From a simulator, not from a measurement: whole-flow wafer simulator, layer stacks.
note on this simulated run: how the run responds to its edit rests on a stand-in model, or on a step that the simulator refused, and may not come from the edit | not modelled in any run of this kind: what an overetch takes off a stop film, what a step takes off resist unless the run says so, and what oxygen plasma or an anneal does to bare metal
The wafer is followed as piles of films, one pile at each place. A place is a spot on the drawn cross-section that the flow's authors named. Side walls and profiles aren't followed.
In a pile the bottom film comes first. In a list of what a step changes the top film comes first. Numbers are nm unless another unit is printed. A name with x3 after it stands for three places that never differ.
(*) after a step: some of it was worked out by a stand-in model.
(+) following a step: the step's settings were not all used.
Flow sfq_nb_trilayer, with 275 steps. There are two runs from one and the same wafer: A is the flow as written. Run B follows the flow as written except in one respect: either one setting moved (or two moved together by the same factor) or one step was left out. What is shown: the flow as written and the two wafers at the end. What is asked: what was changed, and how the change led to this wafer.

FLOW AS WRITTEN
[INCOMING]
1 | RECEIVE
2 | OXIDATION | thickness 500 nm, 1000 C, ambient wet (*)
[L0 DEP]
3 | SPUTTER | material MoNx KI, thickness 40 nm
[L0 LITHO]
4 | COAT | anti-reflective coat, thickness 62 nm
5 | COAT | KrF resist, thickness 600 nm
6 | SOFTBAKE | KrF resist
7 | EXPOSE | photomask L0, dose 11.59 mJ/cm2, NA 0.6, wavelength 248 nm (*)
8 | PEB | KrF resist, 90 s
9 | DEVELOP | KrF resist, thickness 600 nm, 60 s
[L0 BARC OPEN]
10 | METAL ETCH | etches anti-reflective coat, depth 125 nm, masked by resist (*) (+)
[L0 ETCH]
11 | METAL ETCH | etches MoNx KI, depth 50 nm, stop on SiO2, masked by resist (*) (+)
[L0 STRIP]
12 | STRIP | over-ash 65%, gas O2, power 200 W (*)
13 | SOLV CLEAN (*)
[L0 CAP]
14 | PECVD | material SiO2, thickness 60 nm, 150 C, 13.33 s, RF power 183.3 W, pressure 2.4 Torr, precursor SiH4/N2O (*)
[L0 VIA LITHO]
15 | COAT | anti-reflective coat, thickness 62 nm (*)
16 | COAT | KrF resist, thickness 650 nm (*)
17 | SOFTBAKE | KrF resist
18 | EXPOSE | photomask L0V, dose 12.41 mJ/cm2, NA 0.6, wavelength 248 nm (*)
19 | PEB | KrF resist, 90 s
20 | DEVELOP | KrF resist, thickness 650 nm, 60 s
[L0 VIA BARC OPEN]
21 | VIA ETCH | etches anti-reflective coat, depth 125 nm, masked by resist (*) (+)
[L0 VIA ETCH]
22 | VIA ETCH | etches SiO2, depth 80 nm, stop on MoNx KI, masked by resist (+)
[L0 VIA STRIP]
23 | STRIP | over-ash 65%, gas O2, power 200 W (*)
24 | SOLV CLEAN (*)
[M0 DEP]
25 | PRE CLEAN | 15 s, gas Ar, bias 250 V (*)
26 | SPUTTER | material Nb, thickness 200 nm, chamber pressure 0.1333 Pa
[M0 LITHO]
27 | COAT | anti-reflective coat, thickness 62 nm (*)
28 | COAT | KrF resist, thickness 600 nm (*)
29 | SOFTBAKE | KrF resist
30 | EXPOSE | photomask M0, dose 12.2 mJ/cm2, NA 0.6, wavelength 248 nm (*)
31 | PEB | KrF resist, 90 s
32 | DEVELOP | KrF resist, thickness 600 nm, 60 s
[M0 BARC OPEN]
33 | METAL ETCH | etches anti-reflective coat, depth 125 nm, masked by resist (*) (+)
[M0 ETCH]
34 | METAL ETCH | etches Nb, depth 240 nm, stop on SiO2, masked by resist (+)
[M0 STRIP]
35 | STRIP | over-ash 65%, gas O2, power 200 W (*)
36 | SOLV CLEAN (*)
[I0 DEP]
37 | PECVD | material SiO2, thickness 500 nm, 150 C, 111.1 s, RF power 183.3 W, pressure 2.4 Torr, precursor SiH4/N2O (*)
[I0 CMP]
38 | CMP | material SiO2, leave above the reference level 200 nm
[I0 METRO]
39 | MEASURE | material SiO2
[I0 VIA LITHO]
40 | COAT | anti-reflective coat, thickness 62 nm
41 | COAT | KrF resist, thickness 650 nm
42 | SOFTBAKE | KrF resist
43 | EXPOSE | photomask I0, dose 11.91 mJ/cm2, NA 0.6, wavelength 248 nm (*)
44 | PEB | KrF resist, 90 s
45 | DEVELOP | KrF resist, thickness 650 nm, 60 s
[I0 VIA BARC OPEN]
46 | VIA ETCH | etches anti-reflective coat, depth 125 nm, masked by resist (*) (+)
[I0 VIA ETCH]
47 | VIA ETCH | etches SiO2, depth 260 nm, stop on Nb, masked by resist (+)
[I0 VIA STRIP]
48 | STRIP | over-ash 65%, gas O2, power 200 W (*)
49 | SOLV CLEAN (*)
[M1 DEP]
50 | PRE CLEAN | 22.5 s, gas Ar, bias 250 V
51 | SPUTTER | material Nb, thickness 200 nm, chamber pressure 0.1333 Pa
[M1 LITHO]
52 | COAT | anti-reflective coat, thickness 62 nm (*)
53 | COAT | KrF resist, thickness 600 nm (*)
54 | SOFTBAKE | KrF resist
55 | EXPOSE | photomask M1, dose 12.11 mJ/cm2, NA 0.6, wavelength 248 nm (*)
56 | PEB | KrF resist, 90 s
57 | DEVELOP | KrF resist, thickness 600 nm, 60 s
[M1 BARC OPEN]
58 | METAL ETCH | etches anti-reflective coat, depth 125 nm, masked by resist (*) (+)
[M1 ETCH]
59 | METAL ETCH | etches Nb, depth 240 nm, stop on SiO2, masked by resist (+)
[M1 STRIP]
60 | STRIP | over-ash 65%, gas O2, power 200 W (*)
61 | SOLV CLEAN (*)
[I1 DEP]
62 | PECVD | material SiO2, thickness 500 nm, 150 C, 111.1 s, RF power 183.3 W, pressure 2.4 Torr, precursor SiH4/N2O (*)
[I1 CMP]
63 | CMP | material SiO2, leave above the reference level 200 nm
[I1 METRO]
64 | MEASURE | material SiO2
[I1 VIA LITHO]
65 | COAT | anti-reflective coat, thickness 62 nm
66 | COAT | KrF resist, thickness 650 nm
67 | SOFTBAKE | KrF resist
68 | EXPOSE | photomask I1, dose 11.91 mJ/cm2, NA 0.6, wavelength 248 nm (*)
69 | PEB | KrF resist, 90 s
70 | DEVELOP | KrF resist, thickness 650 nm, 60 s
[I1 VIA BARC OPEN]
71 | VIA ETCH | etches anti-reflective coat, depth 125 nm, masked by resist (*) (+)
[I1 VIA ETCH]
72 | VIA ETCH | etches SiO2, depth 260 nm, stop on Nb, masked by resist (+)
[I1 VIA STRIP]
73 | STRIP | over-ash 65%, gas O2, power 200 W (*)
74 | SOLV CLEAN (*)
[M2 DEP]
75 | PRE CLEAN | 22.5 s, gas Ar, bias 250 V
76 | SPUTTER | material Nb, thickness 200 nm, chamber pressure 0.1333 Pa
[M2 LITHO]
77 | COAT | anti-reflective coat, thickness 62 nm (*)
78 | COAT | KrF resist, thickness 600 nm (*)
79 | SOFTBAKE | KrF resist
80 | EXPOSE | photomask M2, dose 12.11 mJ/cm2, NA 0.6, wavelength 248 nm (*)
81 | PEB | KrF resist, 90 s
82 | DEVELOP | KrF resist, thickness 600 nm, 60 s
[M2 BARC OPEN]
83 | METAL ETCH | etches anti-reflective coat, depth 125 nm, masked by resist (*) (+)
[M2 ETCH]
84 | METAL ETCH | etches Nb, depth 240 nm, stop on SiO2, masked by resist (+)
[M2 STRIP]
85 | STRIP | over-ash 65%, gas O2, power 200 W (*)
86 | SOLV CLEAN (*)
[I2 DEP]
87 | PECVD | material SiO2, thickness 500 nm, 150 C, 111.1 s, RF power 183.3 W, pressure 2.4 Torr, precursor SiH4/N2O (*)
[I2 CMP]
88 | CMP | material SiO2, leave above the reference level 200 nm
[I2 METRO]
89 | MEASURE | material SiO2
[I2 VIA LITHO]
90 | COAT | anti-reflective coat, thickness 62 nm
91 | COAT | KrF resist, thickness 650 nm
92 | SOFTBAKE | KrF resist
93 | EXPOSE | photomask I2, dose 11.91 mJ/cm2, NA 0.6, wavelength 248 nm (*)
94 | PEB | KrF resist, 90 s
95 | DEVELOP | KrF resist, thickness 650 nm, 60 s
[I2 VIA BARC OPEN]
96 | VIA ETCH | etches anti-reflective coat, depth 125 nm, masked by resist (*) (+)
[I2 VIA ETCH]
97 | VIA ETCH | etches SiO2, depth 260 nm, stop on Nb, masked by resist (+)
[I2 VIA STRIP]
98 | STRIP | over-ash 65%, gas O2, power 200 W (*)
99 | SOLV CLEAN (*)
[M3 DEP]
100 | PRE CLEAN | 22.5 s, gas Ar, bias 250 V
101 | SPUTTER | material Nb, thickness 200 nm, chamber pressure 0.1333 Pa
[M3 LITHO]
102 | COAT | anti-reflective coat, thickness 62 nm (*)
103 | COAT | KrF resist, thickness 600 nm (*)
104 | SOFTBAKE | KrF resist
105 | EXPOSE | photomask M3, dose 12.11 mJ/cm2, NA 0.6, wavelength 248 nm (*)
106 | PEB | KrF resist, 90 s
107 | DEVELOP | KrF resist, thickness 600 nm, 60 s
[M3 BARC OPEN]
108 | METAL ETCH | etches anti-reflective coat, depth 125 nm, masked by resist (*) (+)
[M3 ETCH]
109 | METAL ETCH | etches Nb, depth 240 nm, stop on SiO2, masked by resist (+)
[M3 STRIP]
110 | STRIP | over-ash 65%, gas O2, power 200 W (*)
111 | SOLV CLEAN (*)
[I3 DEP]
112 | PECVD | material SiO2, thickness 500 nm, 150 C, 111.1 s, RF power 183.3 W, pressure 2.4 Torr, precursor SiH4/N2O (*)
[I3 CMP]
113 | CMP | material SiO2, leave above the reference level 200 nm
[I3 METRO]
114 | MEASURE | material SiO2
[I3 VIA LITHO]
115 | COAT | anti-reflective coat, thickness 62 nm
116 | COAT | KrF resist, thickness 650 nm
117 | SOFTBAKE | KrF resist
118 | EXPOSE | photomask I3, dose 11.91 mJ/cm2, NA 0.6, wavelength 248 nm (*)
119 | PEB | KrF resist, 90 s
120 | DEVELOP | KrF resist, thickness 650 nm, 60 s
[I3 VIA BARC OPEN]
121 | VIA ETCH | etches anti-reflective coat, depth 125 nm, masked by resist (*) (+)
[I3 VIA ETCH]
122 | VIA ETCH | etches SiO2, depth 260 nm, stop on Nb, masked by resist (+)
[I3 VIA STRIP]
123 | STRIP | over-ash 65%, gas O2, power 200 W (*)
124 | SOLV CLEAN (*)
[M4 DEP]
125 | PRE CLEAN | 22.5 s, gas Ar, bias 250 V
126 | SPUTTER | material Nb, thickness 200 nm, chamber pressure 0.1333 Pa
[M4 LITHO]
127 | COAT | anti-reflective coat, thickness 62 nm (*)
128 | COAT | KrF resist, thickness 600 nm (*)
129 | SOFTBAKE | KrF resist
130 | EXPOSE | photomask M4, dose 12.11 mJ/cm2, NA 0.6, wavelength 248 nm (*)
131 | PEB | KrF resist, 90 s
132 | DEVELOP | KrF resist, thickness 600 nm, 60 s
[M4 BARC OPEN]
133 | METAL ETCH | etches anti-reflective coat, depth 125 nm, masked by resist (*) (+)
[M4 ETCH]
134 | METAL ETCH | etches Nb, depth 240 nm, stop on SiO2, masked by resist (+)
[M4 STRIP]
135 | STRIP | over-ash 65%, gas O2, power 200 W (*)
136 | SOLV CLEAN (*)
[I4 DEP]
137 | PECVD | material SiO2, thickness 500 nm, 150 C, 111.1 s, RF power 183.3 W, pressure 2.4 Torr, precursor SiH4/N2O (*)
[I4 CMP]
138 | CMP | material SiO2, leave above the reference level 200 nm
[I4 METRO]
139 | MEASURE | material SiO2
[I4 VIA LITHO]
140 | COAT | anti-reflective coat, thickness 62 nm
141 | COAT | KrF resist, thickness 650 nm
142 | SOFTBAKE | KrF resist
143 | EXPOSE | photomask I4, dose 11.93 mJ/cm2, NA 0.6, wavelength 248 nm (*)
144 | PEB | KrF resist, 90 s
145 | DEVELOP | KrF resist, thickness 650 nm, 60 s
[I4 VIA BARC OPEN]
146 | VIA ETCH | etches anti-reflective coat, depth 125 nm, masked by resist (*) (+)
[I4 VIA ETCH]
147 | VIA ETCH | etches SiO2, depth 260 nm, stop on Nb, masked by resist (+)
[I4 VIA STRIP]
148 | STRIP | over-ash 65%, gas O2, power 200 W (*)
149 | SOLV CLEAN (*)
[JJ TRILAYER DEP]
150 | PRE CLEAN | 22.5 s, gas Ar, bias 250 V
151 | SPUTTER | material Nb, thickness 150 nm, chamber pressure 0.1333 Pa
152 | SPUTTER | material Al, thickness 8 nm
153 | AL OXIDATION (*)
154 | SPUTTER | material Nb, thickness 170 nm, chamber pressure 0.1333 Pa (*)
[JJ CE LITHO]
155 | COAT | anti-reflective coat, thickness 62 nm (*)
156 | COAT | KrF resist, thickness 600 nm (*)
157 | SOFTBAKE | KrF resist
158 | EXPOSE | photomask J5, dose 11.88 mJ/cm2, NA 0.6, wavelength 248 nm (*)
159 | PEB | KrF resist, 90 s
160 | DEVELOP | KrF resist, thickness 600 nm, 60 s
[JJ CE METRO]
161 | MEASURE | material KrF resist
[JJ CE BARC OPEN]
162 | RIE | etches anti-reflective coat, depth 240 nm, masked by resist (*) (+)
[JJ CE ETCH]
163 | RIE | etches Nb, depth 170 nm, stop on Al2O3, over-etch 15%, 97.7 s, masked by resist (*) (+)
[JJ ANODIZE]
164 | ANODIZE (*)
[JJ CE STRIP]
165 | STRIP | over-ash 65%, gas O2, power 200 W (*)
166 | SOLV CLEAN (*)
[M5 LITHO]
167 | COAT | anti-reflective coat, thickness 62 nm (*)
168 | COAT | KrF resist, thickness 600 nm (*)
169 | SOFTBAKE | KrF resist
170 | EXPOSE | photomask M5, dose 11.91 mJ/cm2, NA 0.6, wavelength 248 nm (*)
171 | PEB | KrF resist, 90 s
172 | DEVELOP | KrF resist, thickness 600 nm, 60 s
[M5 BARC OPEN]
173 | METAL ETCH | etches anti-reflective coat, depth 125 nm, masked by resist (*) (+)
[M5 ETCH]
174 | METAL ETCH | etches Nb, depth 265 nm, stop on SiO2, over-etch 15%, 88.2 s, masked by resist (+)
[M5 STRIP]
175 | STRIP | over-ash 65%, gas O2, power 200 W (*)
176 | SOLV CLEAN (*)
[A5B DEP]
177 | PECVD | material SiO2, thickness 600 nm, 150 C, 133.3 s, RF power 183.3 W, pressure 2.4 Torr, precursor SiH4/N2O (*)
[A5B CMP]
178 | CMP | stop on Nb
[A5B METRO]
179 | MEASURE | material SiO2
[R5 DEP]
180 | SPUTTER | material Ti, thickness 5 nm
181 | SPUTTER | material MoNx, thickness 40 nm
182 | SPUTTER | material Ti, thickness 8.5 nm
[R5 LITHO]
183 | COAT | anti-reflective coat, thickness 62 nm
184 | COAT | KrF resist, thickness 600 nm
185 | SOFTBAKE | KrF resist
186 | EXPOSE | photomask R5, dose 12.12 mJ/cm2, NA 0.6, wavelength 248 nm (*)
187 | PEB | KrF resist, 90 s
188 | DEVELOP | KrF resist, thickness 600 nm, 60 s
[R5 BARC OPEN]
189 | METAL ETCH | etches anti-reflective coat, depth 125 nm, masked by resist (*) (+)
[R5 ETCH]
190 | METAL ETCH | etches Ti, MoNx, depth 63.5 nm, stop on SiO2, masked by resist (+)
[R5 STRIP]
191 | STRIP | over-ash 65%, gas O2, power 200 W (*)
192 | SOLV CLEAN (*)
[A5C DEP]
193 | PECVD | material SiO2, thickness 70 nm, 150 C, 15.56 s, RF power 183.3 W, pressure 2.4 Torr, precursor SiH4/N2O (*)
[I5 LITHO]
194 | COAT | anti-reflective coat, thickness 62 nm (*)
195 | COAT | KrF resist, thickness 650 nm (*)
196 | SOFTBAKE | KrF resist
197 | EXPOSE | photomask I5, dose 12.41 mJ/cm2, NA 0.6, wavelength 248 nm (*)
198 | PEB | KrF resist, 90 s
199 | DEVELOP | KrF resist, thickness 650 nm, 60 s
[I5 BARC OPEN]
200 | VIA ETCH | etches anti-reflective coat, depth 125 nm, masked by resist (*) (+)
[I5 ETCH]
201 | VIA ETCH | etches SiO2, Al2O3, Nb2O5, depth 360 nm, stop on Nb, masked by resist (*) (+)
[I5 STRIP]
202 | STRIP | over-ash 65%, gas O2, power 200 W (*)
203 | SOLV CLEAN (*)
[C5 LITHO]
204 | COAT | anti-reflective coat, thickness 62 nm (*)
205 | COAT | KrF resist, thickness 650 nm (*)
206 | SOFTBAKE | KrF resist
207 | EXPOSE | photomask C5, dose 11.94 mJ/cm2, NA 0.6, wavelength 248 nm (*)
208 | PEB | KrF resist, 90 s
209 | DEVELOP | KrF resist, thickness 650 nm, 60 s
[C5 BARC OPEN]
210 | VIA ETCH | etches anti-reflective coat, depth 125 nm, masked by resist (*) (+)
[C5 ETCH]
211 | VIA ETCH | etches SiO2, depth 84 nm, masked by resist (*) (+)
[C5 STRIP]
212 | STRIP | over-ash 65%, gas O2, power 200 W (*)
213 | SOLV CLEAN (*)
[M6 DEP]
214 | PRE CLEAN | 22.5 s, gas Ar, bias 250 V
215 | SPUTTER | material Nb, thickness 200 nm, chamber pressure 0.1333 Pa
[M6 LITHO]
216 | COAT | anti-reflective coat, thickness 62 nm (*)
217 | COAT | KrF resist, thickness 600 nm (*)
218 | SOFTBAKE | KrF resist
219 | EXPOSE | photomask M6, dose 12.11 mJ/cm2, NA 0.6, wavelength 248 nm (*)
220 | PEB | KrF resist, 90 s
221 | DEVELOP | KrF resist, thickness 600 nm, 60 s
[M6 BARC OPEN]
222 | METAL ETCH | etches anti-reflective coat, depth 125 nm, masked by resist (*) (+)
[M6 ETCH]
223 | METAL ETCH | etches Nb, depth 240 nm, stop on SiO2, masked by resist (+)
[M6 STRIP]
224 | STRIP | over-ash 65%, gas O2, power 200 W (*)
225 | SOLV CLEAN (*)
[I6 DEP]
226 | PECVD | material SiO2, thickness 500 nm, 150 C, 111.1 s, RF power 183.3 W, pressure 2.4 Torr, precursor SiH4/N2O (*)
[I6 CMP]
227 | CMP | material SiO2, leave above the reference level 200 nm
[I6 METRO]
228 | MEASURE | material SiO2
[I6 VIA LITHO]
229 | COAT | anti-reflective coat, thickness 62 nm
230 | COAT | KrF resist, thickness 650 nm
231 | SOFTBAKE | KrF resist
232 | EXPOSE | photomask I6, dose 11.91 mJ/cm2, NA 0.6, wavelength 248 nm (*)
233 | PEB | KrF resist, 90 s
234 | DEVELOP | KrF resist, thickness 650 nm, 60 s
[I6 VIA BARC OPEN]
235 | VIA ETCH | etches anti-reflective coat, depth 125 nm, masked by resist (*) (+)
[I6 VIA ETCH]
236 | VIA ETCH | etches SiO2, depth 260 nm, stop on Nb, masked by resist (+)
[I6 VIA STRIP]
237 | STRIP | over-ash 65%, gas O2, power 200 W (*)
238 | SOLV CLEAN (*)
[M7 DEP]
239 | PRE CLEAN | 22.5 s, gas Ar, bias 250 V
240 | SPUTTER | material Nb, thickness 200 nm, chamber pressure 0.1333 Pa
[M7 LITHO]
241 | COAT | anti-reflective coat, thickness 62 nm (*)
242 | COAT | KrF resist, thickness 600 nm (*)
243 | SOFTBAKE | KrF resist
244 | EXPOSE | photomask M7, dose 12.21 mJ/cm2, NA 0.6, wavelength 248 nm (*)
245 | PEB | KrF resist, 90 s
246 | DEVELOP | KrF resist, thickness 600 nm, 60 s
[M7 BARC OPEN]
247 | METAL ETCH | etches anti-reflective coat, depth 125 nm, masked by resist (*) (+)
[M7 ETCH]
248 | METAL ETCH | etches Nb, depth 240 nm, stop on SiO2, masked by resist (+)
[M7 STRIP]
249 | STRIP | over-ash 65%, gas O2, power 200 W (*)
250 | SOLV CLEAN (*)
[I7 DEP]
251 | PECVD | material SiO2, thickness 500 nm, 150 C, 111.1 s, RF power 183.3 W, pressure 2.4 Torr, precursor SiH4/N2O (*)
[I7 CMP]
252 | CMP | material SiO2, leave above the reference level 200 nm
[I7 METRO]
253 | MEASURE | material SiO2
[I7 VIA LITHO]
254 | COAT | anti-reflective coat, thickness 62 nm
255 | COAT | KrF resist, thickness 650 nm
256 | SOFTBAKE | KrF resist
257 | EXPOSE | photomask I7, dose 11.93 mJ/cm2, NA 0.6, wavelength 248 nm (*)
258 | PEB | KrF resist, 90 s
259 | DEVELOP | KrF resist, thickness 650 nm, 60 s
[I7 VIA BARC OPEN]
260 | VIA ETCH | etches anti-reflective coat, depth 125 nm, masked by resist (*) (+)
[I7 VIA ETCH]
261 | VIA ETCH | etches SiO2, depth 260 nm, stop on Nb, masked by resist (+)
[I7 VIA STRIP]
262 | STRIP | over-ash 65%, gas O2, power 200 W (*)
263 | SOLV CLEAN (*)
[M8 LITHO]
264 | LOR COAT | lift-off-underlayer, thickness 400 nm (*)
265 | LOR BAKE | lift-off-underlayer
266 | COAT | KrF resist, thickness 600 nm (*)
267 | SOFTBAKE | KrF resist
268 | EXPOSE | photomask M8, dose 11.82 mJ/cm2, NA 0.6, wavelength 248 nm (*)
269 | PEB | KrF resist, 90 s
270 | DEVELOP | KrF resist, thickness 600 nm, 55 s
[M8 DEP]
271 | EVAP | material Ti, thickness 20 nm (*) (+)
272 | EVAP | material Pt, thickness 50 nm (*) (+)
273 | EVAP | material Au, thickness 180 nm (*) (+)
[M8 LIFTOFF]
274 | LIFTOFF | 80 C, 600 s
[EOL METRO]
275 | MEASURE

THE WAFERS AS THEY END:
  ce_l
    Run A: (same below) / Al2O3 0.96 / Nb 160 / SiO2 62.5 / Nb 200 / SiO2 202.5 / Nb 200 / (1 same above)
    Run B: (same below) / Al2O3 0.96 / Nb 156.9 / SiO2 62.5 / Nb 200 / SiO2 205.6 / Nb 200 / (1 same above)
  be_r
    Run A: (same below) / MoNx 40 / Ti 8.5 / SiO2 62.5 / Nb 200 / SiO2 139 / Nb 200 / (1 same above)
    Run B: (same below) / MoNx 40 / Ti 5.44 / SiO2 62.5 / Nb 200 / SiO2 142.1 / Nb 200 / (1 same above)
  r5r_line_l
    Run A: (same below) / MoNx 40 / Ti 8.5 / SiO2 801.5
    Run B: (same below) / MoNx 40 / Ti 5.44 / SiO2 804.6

Cause: step 182, SPUTTER: thickness 5.44 nm was run, while the flow as written has thickness 8.5 nm.
One can read it off the wafer: be_r has Ti 5.44, and step 182 as written asks for 8.5 nm.

Step by step, how the change led to this:
  182 | SPUTTER | material Ti, thickness 8.5 nm
      field_l, v_sur, via_wl and 103 more: A +8.5 Ti (new film) | B +5.44 Ti (new film)
  190 | METAL ETCH | etches Ti, MoNx, depth 63.5 nm, stop on SiO2, masked by resist (+)
      field_l, v_sur, via_wl and 92 more: A -8.5 Ti (all of it), -40 MoNx (all of it), -5 Ti (all of it) | B -5.44 Ti (all of it), -40 MoNx (all of it), -5 Ti (all of it)
      ce_l, c5j, ce_r, wl_jj: A -8.5 Ti (all of it), -40 MoNx (all of it), -5 Ti (all of it), -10 Nb | B -5.44 Ti (all of it), -40 MoNx (all of it), -5 Ti (all of it), -13.1 Nb
  204 | COAT | anti-reflective coat, thickness 62 nm (*)
      ce_l: A +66 anti-reflective coat (new film) | B +67.4 anti-reflective coat (new film)
      sp_r: A +69.9 anti-reflective coat (new film) | B +68.5 anti-reflective coat (new film)
  212 | STRIP | over-ash 65%, gas O2, power 200 W (*)
      ce_l: A -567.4 KrF resist (all of it), -66 anti-reflective coat (all of it) | B -568 KrF resist (all of it), -67.4 anti-reflective coat (all of it)
      sp_r: A -565.3 KrF resist (all of it), -69.9 anti-reflective coat (all of it) | B -565.1 KrF resist (all of it), -68.5 anti-reflective coat (all of it)
  216 | COAT | anti-reflective coat, thickness 62 nm (*)
      sp_r: A +65.9 anti-reflective coat (new film) | B +64.5 anti-reflective coat (new film)
  224 | STRIP | over-ash 65%, gas O2, power 200 W (*)
      sp_r: A -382 KrF resist (all of it), -65.9 anti-reflective coat (all of it) | B -382.1 KrF resist (all of it), -64.5 anti-reflective coat (all of it)
  227 | CMP | material SiO2, leave above the reference level 200 nm
      r5r_line_l, r5r_spacepad_l, r5r_spacepad_r, r5r_line_c, r5r_line_r: A -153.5 SiO2 | B -150.4 SiO2
